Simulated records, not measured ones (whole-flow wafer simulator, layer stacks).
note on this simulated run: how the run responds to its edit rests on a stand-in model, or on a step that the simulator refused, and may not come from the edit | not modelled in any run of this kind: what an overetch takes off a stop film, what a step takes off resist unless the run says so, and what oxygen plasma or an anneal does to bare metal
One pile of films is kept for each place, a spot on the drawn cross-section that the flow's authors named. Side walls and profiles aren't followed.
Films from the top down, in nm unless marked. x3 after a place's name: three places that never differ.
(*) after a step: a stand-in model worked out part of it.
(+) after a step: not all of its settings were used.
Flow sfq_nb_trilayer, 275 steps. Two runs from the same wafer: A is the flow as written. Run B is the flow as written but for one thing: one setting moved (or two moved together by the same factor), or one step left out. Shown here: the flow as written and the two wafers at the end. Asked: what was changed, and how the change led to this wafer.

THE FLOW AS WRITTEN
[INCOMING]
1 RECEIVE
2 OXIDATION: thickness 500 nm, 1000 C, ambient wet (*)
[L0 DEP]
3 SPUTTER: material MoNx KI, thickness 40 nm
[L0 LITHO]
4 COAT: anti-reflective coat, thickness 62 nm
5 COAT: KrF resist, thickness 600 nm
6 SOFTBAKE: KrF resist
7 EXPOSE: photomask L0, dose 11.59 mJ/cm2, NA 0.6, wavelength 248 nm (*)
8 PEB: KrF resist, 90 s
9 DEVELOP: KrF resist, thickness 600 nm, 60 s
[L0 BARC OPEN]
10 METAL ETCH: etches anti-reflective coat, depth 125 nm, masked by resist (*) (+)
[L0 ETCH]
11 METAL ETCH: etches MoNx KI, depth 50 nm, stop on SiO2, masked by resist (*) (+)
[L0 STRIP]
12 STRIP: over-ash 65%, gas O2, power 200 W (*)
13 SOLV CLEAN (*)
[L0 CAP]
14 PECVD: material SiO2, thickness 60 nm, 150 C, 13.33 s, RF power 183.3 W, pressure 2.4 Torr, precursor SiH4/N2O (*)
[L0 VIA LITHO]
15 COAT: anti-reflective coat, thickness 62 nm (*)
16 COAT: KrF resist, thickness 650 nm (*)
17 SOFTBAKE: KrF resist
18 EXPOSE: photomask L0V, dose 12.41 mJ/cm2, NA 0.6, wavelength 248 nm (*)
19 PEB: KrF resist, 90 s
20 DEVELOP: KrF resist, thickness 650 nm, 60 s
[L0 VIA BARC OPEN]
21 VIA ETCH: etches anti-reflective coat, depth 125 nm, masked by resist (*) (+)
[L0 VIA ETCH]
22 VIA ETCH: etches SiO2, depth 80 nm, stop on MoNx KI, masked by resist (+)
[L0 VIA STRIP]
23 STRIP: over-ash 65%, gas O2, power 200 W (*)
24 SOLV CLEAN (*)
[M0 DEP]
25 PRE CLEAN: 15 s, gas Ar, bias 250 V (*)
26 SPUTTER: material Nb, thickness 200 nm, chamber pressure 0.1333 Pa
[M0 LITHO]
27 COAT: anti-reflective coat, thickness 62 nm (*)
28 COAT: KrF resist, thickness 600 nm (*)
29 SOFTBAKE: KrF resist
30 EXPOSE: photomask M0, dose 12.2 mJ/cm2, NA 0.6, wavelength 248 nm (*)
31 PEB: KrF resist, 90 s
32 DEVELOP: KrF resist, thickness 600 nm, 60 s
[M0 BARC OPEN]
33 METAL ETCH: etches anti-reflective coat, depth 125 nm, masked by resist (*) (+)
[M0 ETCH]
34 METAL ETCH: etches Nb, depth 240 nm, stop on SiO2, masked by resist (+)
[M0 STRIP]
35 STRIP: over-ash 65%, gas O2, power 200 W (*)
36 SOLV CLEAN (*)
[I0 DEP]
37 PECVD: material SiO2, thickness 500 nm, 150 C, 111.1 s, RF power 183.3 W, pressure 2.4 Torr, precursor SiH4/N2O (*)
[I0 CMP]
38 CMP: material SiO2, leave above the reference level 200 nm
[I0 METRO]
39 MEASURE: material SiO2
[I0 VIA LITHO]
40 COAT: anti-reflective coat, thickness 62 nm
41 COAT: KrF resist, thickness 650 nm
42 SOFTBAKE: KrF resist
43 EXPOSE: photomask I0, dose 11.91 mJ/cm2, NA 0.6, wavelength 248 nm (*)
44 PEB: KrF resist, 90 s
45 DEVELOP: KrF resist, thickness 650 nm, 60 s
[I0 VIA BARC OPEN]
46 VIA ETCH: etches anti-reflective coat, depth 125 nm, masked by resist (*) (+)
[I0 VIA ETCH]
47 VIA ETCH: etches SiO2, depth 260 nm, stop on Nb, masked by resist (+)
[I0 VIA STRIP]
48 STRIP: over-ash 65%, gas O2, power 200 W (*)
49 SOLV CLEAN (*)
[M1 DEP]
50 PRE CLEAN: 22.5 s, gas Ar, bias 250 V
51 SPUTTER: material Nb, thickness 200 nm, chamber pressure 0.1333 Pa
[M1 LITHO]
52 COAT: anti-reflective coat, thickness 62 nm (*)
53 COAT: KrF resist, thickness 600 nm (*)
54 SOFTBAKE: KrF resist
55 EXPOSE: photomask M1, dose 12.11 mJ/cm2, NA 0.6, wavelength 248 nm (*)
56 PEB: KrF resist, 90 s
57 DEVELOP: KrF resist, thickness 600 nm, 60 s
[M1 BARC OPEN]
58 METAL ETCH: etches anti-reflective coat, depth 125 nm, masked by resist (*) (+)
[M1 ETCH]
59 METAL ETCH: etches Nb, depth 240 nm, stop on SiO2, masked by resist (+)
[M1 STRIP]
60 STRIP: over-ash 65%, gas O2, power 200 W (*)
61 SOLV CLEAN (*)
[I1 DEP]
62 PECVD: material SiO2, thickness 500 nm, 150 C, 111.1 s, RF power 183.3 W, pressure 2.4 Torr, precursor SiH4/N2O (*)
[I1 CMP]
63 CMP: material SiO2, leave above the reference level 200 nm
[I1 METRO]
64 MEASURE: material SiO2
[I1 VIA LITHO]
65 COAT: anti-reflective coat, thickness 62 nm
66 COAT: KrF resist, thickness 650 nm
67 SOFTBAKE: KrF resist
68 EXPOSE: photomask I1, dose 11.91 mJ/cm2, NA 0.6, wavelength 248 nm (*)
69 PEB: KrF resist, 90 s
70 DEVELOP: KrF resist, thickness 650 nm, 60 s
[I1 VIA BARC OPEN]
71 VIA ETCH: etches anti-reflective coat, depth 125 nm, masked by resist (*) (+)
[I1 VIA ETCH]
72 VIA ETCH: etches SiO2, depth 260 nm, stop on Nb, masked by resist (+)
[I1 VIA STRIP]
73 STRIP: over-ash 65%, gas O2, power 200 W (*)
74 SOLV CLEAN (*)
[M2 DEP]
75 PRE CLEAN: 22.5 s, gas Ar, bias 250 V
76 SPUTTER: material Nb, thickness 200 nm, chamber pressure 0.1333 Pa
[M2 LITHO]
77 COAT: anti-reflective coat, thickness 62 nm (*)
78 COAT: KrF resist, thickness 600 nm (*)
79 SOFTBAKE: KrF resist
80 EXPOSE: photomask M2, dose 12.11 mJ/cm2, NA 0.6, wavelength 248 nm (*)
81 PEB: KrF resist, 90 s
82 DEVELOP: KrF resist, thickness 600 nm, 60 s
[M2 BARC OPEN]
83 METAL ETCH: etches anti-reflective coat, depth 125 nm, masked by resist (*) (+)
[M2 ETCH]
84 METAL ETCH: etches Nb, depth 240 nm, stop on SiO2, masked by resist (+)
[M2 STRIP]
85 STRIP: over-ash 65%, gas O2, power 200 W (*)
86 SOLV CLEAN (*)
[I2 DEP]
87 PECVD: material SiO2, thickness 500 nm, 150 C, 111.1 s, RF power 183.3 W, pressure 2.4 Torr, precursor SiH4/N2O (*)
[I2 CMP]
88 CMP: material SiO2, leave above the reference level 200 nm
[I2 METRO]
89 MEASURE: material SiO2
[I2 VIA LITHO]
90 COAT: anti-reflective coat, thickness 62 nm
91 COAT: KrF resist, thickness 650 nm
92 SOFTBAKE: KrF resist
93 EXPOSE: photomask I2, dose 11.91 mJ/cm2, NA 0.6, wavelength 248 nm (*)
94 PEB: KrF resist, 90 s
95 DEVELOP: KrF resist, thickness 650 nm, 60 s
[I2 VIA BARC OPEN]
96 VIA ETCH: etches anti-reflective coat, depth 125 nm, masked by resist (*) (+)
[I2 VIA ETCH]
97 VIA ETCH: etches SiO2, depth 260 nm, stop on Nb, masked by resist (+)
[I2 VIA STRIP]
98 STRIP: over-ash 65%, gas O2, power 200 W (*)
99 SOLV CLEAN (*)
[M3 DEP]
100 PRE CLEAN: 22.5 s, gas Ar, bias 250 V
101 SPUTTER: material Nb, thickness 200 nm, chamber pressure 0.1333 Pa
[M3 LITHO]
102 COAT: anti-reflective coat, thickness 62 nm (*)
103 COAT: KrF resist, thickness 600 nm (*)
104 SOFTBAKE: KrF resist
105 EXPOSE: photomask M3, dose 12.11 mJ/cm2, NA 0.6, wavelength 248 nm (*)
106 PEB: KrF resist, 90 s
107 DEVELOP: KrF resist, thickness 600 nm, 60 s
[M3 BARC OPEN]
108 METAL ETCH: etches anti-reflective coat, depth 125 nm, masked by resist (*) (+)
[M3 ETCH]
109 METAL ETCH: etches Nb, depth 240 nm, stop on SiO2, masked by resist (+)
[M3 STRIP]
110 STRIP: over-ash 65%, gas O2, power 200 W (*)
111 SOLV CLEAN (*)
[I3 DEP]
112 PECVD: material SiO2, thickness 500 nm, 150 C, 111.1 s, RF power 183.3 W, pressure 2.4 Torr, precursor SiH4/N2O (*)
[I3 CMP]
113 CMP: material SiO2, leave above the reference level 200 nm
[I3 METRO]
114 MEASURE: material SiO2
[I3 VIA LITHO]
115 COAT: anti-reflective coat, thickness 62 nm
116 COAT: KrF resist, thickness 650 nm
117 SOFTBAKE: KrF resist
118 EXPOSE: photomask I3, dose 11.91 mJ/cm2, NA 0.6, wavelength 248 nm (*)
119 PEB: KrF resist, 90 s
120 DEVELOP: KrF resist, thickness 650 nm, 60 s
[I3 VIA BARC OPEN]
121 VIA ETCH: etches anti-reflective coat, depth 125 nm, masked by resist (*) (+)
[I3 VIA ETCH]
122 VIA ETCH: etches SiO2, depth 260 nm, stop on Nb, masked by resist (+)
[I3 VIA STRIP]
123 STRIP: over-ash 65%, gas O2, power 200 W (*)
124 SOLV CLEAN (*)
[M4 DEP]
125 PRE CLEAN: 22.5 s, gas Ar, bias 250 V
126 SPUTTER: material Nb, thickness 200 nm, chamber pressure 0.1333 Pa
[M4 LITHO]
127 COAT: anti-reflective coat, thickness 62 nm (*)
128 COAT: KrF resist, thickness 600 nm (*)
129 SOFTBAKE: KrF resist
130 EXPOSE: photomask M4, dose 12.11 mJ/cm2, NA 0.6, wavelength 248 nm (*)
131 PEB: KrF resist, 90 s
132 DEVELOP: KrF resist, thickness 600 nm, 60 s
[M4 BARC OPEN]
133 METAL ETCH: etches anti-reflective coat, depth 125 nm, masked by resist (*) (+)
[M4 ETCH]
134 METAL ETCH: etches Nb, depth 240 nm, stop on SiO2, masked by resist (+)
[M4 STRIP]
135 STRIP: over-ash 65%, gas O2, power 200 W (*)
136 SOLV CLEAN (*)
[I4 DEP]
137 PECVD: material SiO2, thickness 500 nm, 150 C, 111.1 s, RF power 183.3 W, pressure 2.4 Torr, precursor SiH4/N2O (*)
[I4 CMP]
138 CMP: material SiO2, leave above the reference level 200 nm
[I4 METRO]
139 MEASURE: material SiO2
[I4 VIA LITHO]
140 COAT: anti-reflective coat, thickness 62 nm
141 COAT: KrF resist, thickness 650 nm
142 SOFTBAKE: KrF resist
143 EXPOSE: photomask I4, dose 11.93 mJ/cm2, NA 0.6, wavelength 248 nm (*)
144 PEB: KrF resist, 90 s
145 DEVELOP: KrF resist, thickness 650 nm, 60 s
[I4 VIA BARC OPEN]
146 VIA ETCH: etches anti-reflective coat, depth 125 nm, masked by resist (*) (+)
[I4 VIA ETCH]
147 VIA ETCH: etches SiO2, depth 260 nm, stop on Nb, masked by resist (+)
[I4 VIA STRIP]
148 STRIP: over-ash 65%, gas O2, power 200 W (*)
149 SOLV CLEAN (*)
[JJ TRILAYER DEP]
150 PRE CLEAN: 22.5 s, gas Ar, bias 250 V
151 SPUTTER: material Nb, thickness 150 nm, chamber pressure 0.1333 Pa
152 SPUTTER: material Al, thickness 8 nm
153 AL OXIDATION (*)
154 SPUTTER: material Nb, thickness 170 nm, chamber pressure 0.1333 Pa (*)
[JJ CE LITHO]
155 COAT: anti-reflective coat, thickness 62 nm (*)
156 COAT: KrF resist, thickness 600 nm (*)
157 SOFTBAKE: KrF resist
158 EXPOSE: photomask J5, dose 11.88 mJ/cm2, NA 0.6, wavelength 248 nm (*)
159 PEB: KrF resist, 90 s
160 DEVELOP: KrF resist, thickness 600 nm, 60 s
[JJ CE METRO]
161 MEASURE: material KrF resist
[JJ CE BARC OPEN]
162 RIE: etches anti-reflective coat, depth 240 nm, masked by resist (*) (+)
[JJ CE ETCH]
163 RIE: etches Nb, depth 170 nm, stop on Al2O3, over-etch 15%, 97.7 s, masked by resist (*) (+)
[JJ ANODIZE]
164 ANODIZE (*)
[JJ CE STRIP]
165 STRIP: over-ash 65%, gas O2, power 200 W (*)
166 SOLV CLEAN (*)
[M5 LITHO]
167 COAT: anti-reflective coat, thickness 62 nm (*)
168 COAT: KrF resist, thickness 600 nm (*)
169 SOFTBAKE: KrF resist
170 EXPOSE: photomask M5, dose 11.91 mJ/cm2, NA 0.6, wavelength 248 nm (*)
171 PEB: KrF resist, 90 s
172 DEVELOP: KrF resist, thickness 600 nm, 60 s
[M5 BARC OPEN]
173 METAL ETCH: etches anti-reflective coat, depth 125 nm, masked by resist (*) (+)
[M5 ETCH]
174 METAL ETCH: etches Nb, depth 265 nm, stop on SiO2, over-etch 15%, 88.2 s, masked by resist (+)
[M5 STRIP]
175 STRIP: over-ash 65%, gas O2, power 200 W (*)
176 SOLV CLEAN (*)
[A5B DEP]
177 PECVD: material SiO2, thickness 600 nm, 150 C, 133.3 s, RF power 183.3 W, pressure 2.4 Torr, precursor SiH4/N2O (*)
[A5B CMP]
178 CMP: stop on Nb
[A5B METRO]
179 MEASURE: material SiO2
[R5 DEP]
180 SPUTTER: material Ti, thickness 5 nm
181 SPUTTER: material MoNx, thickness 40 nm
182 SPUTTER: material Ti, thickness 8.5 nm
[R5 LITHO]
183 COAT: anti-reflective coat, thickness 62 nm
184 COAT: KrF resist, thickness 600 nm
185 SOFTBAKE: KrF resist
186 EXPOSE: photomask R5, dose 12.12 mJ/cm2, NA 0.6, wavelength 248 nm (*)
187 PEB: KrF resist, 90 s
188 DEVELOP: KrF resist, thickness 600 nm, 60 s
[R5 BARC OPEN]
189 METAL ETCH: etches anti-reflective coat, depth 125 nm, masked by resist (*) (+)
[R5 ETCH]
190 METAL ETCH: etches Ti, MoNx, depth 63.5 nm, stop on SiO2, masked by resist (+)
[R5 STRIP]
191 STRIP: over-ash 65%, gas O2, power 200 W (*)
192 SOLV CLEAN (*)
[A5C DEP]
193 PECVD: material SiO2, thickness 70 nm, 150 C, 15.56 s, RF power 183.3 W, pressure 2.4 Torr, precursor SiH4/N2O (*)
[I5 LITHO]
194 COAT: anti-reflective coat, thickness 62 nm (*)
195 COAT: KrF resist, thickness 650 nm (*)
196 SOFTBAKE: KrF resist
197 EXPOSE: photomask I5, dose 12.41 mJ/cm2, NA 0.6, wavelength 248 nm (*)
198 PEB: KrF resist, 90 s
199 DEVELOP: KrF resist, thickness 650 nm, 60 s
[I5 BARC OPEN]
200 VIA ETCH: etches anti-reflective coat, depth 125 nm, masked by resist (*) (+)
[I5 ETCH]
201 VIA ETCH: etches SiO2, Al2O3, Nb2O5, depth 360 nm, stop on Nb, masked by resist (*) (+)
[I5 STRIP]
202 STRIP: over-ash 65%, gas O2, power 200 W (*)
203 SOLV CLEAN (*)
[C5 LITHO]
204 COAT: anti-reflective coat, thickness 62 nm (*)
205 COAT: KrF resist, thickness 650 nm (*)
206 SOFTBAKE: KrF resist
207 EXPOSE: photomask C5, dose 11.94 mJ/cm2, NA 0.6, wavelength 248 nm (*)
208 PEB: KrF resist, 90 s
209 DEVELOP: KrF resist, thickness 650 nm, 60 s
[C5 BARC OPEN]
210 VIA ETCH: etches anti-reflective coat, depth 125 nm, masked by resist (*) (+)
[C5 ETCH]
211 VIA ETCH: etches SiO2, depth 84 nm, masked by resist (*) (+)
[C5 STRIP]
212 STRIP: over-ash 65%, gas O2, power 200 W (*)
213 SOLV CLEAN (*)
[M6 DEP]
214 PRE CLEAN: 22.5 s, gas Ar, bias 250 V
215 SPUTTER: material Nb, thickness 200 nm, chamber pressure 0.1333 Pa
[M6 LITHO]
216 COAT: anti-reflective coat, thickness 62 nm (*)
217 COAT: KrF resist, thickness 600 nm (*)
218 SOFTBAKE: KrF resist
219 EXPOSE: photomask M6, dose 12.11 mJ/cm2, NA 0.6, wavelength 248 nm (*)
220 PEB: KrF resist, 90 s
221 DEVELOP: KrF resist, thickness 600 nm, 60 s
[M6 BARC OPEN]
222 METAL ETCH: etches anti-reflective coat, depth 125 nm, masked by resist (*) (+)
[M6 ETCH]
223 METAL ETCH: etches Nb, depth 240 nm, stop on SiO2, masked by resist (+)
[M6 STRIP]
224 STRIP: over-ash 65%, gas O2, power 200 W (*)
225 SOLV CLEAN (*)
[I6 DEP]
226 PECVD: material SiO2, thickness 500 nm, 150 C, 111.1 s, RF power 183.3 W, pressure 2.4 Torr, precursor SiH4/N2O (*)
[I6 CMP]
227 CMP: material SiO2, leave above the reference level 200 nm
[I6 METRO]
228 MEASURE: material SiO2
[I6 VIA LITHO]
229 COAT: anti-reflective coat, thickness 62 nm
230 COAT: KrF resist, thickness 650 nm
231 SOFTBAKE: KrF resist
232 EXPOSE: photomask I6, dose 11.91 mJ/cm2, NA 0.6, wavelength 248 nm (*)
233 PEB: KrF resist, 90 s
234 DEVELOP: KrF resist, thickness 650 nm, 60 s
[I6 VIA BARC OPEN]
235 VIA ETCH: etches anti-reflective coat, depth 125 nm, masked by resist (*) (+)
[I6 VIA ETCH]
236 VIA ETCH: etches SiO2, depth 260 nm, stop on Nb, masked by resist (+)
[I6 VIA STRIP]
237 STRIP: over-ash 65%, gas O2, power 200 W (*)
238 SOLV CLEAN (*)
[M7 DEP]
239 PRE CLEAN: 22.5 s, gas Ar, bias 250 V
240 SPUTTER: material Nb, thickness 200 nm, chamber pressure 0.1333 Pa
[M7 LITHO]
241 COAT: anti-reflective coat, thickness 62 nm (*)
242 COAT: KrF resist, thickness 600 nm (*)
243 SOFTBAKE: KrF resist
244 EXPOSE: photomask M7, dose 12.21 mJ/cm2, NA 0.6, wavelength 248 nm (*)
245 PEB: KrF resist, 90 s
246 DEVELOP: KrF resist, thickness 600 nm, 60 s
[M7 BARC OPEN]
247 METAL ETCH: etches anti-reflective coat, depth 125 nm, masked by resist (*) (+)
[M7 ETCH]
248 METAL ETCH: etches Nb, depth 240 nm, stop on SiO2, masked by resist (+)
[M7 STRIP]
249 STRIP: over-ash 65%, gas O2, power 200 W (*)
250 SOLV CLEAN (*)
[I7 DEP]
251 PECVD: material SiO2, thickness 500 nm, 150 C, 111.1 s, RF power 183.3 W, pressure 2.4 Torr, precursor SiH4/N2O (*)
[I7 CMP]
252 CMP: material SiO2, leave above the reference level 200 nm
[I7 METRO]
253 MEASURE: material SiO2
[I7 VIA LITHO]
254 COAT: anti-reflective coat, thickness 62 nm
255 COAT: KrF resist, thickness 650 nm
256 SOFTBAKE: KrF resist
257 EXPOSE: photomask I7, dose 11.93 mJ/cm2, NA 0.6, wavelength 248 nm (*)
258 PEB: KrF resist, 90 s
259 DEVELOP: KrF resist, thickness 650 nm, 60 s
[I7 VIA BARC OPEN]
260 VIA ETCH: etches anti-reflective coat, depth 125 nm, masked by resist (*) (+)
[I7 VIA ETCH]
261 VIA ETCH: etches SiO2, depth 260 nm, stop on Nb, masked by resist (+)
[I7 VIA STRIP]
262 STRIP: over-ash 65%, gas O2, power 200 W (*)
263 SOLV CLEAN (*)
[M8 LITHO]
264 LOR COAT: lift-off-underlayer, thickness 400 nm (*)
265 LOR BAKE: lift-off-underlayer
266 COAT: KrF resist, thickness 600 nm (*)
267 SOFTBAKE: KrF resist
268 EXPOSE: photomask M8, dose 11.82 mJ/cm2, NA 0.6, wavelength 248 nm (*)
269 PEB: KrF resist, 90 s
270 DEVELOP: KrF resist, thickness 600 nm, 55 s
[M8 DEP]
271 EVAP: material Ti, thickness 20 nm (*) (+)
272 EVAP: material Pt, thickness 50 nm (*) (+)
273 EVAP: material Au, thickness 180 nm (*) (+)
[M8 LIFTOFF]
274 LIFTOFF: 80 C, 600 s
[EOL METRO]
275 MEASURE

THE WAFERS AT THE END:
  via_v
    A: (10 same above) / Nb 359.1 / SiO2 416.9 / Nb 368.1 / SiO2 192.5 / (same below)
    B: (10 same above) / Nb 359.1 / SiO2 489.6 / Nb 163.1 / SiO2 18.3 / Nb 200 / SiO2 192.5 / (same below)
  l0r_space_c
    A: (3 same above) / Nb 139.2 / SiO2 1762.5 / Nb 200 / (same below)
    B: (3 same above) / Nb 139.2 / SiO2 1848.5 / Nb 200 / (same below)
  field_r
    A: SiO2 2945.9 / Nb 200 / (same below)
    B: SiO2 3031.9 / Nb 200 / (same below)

The cause: step 63, CMP: leave above the reference level 286 nm was run, where the flow has leave above the reference level 200 nm.

How the change led to this, step by step:
  63 CMP: material SiO2, leave above the reference level 200 nm
      field_l, be, be_sur and 72 more: A SiO2 -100 | B SiO2 -14
      v_sur, via_wl, via_wr and 20 more: A SiO2 -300 | B SiO2 -214
      (and at 8 more places)
  72 VIA ETCH: etches SiO2, depth 260 nm, stop on Nb, masked by resist (+)
      via_v: A SiO2 -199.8 (all of it) | B SiO2 -260
  75 PRE CLEAN: 22.5 s, gas Ar, bias 250 V
      via_v: A Nb -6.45 | B SiO2 -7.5
  76 SPUTTER: material Nb, thickness 200 nm, chamber pressure 0.1333 Pa
      via_v: A Nb +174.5 | B Nb +163.1 (new film)
  77 COAT: anti-reflective coat, thickness 62 nm (*)
      via_sp: A anti-reflective coat +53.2 (new film) | B anti-reflective coat +51.9 (new film)
      via_v: A anti-reflective coat +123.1 (new film) | B anti-reflective coat +136.1 (new film)
      (and at 1 more place)
  78 COAT: KrF resist, thickness 600 nm (*)
      via_v: A KrF resist +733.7 (new film) | B KrF resist +783.4 (new film)
  85 STRIP: over-ash 65%, gas O2, power 200 W (*)
      via_sp: A KrF resist -374.4 (all of it), anti-reflective coat -53.2 (all of it) | B KrF resist -370.4 (all of it), anti-reflective coat -51.9 (all of it)
      via_v: A KrF resist -515.8 (all of it), anti-reflective coat -123.1 (all of it) | B KrF resist -565.3 (all of it), anti-reflective coat -136.1 (all of it)
      (and at 1 more place)
  87 PECVD: material SiO2, thickness 500 nm, 150 C, 111.1 s, RF power 183.3 W, pressure 2.4 Torr, precursor SiH4/N2O (*)
      via_v: A SiO2 +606 (new film) | B SiO2 +678.7 (new film)
Counting metal films that touch as one body, via_v has 7 bodies (between them, from the top down: SiO2 437.8; SiO2 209 / Al2O3 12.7 / Nb2O5 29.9; SiO2 425.9; SiO2 489.6; SiO2 18.3; SiO2 192.5); the flow as written gives 6 bodies (between them, from the top down: SiO2 437.8; SiO2 209 / Al2O3 12.7 / Nb2O5 29.9; SiO2 425.9; SiO2 416.9; SiO2 192.5).
